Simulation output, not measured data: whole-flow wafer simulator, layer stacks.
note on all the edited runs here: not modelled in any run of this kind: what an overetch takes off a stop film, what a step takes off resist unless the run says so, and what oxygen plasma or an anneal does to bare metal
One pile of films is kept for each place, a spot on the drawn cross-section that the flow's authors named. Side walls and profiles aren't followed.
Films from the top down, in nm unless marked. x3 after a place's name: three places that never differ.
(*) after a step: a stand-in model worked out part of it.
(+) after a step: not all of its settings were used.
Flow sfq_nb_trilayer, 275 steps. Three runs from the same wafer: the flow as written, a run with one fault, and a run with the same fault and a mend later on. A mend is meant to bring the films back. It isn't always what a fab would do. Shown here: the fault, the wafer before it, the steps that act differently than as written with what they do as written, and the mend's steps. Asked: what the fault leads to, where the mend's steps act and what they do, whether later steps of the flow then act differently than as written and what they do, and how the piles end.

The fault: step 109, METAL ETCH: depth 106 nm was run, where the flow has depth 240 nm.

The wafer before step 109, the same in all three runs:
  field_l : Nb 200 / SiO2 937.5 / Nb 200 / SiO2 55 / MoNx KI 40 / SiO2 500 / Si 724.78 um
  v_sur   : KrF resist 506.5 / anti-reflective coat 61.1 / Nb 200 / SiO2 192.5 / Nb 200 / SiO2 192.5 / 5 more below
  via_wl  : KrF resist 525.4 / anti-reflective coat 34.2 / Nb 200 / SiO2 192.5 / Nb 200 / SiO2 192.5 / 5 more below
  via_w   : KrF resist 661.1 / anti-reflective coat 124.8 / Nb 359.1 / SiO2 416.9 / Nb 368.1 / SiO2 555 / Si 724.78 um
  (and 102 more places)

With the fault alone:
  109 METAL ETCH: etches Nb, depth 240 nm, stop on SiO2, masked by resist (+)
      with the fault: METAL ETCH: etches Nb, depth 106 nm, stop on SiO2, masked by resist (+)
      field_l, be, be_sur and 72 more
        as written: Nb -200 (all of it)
        with the fault: Nb -106
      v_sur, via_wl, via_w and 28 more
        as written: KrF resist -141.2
        with the fault: KrF resist -62.4
  Later steps of the flow that act differently than as written:
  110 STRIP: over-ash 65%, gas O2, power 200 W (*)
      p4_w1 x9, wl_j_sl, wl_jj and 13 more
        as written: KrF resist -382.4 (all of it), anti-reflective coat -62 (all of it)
        with the fault: KrF resist -461.2 (all of it), anti-reflective coat -62 (all of it)
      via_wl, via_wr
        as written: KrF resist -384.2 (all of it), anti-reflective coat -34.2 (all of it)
        with the fault: KrF resist -463 (all of it), anti-reflective coat -34.2 (all of it)
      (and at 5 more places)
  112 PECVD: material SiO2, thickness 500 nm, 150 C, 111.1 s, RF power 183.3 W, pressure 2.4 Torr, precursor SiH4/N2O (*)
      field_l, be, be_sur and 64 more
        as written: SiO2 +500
        with the fault: SiO2 +500 (new film)
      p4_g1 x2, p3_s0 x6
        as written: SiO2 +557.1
        with the fault: SiO2 +500 (new film)
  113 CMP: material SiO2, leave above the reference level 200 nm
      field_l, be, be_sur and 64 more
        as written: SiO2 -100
        with the fault: SiO2 -194
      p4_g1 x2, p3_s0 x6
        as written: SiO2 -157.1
        with the fault: SiO2 -194
  At the end the piles differ from the flow's by more than 2% or 0.5 nm, whichever is larger, at field_l, be, be_sur and 72 more.
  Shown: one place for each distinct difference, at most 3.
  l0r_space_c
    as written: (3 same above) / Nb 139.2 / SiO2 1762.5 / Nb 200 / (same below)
    with the fault: (3 same above) / Nb 139.2 / SiO2 691 / Nb 94 / SiO2 977.5 / Nb 200 / (same below)
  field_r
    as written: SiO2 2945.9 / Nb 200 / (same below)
    with the fault: SiO2 1874.4 / Nb 94 / SiO2 977.5 / Nb 200 / (same below)
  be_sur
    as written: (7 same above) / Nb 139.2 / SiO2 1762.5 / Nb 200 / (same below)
    with the fault: (7 same above) / Nb 139.2 / SiO2 691 / Nb 94 / SiO2 977.5 / Nb 200 / (same below)

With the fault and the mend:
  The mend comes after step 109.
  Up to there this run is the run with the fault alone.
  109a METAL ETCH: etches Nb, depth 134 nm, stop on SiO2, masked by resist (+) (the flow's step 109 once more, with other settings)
      field_l, be, be_sur and 72 more
        Nb -94 (all of it)
      v_sur, via_wl, via_w and 28 more
        KrF resist -78.8
  No later step of the flow acts differently than as written at any place that is followed.
  At the end the piles are the same as the flow's at every place that both follow.
